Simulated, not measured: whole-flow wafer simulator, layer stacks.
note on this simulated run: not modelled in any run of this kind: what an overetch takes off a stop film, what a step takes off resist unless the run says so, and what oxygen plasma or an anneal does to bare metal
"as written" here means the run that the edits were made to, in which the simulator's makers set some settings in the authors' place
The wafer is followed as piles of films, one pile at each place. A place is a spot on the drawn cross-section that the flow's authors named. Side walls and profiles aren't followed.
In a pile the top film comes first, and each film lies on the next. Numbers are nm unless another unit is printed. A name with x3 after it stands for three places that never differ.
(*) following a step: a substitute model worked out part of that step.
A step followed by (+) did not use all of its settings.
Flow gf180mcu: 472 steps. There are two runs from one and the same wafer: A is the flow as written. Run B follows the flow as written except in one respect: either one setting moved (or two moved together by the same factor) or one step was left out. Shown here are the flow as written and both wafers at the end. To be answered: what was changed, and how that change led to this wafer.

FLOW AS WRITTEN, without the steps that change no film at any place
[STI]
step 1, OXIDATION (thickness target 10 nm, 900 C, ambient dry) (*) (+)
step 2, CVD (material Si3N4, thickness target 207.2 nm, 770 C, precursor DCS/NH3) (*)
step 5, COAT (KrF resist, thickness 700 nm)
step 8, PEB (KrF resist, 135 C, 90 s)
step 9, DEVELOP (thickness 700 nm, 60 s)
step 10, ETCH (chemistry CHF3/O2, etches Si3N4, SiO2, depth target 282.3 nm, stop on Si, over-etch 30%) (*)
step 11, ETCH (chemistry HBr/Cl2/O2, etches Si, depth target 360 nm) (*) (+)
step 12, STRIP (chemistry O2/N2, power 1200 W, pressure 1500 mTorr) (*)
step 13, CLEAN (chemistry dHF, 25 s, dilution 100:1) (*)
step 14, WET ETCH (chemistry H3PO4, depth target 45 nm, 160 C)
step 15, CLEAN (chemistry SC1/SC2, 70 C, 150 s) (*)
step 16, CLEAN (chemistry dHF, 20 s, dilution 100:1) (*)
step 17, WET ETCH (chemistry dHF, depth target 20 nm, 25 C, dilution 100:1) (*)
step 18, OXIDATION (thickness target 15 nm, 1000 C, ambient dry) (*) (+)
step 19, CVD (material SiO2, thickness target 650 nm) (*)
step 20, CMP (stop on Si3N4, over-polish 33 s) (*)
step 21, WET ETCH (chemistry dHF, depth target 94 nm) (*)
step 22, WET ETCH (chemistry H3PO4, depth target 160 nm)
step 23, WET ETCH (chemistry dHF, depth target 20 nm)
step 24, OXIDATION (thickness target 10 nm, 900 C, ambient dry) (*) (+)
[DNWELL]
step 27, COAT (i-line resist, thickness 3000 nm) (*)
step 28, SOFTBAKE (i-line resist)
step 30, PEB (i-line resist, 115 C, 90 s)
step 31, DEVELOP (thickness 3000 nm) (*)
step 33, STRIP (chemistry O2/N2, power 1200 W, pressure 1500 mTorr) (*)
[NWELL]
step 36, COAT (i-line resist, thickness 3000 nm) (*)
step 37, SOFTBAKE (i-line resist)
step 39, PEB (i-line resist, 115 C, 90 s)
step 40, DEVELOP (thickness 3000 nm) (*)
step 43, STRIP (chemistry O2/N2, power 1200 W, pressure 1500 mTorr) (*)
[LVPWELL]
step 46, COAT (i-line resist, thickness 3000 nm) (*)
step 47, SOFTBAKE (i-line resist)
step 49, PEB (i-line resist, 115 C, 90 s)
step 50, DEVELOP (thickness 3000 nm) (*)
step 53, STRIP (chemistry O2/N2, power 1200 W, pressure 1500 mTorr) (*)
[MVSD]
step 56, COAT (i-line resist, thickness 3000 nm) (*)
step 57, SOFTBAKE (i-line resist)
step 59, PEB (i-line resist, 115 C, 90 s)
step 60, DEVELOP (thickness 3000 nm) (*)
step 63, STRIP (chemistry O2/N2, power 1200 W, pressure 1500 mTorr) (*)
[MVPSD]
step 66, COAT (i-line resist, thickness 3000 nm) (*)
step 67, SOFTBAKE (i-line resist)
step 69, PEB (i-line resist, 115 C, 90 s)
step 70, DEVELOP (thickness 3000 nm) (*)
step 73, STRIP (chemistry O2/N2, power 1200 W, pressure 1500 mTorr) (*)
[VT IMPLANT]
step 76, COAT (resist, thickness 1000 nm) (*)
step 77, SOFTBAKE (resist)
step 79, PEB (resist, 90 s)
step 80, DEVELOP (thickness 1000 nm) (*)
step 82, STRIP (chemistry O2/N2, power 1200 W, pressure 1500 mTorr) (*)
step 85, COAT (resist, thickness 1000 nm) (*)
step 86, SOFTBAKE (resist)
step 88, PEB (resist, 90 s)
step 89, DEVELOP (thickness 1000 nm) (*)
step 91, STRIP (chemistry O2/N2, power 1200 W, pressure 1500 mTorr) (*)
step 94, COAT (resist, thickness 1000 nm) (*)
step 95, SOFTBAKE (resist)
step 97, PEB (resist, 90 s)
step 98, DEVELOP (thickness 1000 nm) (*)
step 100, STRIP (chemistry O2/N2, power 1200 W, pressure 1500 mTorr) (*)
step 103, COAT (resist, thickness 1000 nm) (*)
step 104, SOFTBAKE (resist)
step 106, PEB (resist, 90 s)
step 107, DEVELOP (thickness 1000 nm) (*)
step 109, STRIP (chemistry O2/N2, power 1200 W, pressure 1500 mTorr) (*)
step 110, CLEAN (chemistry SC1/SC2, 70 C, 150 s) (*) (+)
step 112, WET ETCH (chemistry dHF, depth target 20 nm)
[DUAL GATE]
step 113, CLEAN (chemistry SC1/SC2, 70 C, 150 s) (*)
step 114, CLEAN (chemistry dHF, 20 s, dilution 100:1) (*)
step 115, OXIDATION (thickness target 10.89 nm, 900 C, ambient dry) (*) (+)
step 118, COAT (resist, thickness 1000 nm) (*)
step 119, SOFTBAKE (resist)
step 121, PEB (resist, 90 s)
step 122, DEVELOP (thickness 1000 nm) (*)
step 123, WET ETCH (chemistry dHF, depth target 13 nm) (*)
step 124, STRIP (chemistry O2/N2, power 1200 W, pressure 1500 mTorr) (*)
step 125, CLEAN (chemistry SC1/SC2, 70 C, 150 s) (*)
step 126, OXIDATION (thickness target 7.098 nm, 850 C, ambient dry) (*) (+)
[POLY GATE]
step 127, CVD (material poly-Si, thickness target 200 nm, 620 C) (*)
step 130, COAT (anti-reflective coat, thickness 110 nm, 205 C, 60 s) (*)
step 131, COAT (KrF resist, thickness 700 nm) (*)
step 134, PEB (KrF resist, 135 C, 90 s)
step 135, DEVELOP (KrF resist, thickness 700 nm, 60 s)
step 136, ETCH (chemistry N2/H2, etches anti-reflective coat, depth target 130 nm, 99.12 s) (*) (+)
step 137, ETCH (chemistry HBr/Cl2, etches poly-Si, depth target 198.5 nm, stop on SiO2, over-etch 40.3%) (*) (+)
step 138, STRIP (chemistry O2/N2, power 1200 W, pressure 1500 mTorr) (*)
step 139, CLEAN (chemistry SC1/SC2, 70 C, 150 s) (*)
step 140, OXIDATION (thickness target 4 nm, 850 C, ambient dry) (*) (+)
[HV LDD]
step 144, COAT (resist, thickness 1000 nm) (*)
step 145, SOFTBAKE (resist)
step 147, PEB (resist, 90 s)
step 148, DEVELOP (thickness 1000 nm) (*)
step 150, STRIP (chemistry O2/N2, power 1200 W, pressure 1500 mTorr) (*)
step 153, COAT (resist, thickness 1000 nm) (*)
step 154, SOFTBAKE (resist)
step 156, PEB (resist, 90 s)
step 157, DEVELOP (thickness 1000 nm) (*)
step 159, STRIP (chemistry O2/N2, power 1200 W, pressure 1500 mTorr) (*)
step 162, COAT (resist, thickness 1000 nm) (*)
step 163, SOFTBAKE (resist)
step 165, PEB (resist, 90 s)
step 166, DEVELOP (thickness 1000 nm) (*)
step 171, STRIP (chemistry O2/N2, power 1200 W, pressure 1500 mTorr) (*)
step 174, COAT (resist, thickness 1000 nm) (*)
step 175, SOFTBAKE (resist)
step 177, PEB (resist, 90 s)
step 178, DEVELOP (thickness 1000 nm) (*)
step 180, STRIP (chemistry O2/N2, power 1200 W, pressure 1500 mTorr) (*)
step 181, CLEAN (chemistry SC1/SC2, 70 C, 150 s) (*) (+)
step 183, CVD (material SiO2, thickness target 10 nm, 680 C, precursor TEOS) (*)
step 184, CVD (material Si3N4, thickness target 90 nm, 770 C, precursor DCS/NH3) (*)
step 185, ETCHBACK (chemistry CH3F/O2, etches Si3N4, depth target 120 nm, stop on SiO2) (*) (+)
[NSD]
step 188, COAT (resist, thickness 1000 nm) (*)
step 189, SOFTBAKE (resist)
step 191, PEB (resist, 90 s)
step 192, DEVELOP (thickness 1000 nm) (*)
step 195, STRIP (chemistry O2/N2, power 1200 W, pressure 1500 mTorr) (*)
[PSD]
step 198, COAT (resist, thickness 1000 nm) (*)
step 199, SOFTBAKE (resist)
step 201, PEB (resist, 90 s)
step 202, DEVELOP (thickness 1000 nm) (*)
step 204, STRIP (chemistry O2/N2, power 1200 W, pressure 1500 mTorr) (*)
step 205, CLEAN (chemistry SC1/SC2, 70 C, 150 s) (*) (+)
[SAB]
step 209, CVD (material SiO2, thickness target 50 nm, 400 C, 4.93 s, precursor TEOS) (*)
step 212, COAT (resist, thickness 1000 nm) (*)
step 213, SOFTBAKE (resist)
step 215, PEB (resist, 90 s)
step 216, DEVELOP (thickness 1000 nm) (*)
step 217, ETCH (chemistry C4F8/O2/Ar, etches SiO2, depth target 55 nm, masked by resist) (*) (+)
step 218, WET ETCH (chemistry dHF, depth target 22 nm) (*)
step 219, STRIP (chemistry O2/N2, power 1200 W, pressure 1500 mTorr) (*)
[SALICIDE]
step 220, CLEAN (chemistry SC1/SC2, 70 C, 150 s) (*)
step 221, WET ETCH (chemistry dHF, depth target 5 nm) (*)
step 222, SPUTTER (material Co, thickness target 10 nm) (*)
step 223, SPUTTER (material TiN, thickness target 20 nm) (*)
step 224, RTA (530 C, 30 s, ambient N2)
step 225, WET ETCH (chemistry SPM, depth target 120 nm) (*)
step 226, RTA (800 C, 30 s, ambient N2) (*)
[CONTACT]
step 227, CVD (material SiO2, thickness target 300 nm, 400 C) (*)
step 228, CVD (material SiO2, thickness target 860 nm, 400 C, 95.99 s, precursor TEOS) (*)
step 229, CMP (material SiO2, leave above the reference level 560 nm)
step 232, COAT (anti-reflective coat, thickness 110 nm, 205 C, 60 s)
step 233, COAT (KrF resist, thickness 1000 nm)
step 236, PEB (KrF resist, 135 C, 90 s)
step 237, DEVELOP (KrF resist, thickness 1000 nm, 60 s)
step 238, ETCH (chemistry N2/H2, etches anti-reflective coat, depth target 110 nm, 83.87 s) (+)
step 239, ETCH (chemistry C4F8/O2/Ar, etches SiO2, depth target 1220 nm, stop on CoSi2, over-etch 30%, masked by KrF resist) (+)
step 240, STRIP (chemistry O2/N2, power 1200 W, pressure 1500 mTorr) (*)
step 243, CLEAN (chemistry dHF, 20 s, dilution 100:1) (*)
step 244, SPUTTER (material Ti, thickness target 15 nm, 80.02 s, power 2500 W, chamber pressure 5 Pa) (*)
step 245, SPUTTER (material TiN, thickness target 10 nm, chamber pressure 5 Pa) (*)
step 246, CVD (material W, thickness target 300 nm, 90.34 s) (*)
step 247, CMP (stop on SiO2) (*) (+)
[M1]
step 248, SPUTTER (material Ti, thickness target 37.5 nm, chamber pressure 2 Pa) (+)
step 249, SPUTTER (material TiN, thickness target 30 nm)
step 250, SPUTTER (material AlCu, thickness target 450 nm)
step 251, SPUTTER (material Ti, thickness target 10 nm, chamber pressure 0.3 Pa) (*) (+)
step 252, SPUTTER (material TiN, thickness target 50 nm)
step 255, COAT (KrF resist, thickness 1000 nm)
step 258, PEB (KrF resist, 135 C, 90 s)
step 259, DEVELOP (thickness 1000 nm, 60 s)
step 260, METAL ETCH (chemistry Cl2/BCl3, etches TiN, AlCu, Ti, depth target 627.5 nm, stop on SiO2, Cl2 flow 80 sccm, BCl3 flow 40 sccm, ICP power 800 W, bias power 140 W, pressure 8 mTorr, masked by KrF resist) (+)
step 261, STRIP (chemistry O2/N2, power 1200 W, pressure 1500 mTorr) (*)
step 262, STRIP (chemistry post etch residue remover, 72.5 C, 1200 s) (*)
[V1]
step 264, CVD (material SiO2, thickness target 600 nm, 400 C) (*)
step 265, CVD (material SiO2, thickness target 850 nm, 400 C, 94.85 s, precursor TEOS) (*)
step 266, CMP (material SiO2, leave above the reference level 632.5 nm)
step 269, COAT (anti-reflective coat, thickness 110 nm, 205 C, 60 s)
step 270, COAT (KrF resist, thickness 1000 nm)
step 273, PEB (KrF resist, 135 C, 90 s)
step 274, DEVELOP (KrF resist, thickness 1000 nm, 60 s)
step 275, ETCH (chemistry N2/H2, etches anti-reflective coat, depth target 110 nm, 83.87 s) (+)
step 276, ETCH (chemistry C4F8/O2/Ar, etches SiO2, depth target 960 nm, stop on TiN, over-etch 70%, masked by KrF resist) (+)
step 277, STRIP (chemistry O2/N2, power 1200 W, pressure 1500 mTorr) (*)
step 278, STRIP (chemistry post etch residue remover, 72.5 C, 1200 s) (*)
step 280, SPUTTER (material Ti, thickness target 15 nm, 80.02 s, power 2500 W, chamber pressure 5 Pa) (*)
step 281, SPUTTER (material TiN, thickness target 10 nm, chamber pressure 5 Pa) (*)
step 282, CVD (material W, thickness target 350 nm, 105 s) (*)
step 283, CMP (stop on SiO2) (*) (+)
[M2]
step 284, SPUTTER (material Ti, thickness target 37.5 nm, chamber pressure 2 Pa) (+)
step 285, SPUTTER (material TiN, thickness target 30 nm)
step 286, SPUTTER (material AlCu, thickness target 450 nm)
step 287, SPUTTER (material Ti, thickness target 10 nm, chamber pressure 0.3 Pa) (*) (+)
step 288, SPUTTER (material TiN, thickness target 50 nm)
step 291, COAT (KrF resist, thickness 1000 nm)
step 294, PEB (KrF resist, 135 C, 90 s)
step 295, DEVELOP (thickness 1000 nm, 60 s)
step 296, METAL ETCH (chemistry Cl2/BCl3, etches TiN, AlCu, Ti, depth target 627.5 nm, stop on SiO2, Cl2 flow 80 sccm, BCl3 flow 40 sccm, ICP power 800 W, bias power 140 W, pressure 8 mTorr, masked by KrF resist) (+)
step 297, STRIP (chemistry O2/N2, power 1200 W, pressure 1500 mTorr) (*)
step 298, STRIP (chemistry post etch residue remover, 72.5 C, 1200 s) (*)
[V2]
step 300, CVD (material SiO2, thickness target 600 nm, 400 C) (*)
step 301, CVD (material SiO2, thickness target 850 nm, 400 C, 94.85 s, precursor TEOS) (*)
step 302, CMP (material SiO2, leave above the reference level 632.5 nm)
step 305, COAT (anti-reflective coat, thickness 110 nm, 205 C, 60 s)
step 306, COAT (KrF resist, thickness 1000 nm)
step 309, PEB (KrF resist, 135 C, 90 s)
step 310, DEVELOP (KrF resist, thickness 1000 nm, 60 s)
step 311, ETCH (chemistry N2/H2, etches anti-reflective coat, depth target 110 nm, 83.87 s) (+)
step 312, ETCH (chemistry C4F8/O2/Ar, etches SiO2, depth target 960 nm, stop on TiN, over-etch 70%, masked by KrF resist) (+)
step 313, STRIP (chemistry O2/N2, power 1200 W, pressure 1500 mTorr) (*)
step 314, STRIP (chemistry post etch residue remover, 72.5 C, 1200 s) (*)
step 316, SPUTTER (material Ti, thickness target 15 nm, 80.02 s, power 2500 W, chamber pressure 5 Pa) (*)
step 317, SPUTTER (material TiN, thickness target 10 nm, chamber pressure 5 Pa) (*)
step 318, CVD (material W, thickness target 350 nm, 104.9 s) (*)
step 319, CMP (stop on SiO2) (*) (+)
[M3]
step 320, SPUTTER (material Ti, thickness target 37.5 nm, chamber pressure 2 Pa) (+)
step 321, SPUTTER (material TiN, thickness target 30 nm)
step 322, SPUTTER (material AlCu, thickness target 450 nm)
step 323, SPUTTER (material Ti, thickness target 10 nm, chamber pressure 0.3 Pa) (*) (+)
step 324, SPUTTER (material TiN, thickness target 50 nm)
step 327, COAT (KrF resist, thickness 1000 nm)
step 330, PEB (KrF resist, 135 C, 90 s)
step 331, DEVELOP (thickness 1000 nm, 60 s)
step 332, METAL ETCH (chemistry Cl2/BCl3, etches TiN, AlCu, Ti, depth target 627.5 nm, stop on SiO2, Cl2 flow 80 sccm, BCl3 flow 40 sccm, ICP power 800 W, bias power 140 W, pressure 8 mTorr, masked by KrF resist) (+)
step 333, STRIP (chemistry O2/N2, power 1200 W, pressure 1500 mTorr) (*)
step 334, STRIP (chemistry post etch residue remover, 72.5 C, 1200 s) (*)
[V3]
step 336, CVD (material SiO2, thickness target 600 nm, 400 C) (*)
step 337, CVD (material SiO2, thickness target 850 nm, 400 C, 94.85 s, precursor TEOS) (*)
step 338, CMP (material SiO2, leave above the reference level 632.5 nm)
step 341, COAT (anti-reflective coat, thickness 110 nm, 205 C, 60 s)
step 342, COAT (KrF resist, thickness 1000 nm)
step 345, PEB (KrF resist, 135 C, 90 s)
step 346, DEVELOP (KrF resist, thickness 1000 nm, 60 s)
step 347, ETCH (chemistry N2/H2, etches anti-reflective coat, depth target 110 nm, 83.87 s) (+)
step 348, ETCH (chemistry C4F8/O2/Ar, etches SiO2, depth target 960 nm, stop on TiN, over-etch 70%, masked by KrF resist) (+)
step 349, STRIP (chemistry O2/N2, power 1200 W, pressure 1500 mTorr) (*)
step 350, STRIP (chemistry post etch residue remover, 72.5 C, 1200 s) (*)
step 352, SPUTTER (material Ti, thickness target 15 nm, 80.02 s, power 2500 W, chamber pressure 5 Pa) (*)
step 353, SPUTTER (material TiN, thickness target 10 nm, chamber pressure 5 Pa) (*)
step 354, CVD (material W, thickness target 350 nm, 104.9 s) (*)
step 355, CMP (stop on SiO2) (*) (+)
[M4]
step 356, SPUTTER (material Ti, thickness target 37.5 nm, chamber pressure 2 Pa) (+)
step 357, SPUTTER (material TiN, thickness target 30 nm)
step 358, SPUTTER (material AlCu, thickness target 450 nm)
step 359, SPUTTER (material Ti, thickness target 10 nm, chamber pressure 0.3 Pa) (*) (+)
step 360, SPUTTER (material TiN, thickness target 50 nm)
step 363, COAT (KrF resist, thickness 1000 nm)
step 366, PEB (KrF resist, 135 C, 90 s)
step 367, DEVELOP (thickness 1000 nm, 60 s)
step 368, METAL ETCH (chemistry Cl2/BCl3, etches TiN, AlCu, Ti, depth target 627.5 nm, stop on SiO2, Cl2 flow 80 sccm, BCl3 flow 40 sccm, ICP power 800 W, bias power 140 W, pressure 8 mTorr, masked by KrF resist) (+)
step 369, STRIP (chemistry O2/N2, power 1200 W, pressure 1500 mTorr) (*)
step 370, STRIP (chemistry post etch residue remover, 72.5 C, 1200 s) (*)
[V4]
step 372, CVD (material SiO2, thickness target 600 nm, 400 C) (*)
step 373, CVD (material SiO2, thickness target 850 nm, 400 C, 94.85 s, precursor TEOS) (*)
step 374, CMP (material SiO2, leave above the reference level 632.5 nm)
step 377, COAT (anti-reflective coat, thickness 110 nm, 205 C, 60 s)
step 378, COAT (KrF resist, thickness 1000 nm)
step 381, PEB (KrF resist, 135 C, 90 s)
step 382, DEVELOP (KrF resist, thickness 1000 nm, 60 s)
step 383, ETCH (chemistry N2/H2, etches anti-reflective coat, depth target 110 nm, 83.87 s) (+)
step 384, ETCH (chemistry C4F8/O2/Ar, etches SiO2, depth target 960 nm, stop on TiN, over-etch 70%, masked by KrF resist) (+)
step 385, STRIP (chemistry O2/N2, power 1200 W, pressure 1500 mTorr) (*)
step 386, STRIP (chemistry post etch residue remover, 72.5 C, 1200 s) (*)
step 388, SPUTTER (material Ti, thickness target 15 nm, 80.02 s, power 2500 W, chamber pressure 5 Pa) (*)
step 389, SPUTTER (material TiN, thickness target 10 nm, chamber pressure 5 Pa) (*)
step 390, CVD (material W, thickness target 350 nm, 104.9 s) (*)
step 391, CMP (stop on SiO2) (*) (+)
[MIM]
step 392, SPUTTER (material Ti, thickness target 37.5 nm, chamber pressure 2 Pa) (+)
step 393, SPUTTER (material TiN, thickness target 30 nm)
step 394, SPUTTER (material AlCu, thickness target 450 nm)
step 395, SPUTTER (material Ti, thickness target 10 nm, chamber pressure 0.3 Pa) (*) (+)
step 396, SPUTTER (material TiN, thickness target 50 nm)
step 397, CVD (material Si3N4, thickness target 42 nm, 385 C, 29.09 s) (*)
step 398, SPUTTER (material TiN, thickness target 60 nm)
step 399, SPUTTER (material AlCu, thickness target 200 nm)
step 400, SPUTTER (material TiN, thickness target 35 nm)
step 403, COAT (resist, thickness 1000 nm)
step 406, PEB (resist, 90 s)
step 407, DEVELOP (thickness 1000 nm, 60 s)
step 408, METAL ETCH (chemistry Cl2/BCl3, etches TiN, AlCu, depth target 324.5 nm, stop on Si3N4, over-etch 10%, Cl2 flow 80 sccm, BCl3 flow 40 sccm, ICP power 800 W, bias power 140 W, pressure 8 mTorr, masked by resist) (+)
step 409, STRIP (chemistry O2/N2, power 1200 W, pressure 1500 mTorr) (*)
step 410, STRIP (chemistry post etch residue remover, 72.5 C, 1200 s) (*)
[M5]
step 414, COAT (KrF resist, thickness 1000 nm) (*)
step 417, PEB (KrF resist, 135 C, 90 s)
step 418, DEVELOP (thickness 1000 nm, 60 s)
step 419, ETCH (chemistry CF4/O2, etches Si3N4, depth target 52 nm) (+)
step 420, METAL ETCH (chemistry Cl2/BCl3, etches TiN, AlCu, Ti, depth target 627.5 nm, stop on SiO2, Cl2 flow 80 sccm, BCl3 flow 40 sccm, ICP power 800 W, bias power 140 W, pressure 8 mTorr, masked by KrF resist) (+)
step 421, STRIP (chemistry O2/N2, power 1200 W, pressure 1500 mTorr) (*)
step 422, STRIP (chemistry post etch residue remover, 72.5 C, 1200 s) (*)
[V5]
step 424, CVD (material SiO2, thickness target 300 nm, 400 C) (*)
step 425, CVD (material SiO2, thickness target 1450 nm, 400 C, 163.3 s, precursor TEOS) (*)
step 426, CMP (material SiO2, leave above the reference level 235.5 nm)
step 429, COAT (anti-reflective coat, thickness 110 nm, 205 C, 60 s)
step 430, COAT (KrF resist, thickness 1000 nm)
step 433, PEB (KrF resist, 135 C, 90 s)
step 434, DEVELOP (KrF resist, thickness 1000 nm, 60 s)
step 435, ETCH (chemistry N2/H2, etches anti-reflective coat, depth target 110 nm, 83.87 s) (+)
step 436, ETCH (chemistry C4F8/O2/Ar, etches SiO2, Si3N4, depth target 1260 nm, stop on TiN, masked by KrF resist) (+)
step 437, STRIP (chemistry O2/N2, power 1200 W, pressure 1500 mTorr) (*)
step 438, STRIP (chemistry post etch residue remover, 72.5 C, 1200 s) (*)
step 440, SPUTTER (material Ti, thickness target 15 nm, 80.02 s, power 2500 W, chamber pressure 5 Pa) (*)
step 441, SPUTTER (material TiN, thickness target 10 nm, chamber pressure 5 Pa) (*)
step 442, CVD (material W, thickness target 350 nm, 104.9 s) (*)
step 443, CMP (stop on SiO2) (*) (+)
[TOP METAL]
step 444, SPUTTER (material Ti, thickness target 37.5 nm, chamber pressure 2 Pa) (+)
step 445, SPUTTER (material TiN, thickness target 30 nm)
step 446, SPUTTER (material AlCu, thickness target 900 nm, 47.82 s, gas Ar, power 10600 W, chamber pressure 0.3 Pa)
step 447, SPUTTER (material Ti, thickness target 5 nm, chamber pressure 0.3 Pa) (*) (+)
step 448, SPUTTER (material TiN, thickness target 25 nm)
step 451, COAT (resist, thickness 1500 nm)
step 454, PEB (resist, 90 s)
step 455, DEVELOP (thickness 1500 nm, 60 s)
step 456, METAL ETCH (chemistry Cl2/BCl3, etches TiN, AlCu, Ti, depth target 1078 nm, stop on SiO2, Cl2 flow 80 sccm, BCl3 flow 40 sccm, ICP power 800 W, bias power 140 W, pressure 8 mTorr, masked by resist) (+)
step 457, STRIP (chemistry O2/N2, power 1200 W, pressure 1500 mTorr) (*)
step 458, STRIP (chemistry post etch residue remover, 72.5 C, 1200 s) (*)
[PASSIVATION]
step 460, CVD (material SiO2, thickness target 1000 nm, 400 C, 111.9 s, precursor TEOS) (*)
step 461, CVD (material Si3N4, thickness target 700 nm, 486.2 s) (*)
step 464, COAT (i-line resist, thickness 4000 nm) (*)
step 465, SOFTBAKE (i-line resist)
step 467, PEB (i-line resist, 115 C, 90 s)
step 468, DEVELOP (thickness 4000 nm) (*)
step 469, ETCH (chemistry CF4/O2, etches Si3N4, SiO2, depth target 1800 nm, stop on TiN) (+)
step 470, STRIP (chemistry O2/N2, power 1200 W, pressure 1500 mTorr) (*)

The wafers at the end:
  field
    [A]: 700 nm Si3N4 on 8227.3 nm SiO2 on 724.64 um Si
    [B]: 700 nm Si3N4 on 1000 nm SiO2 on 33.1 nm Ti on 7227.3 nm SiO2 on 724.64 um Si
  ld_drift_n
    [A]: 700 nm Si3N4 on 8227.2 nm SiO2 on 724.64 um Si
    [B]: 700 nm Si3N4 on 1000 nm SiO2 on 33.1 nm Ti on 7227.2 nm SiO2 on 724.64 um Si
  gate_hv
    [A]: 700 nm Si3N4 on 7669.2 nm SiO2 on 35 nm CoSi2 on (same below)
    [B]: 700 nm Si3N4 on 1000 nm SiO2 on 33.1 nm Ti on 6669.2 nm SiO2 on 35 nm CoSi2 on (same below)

What caused this: step 456, METAL ETCH: depth target 964.4 nm was run, while the flow as written has depth target 1078 nm.

Step by step, how the change led to this:
  step 456, METAL ETCH (chemistry Cl2/BCl3, etches TiN, AlCu, Ti, depth target 1078 nm, stop on SiO2, Cl2 flow 80 sccm, BCl3 flow 40 sccm, ICP power 800 W, bias power 140 W, pressure 8 mTorr, masked by resist) (+)
      field, field__w1, field__w2 and 103 more: A -25 TiN (all of it), -5 Ti (all of it), -900 AlCu (all of it), -30 TiN (all of it), -37.5 Ti (all of it) | B -25 TiN (all of it), -5 Ti (all of it), -900 AlCu (all of it), -30 TiN (all of it), -4.4 Ti
      field__w8, contact, m1, m1__w1, pad, m1_nw: A -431 resist | B -385.8 resist
  step 457, STRIP (chemistry O2/N2, power 1200 W, pressure 1500 mTorr) (*)
      field__w8, contact, m1, m1__w1, pad, m1_nw: A -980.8 resist (all of it) | B -1026 resist (all of it)
  step 460, CVD (material SiO2, thickness target 1000 nm, 400 C, 111.9 s, precursor TEOS) (*)
      field, field__w1, field__w2 and 103 more: A +1000 SiO2 | B +1000 SiO2 (new film)
  step 465, SOFTBAKE (i-line resist)
      field__w11, field__w13, nw_enc_fld_lv__w4: A +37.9 i-line resist | B +36.1 i-line resist
      field__w5, field__w9: A +37.3 i-line resist | B +35.6 i-line resist
      (also at 61 further places)
Taking metal films that touch as one body, field has 1 body; the flow as written gives 0 bodies.
Taking metal films that touch as one body, ld_drift_n has 1 body; the flow as written gives 0 bodies.
Taking metal films that touch as one body, gate_hv has 2 bodies (between them, from the top down: SiO2 6669.2); the flow as written gives 1 body.
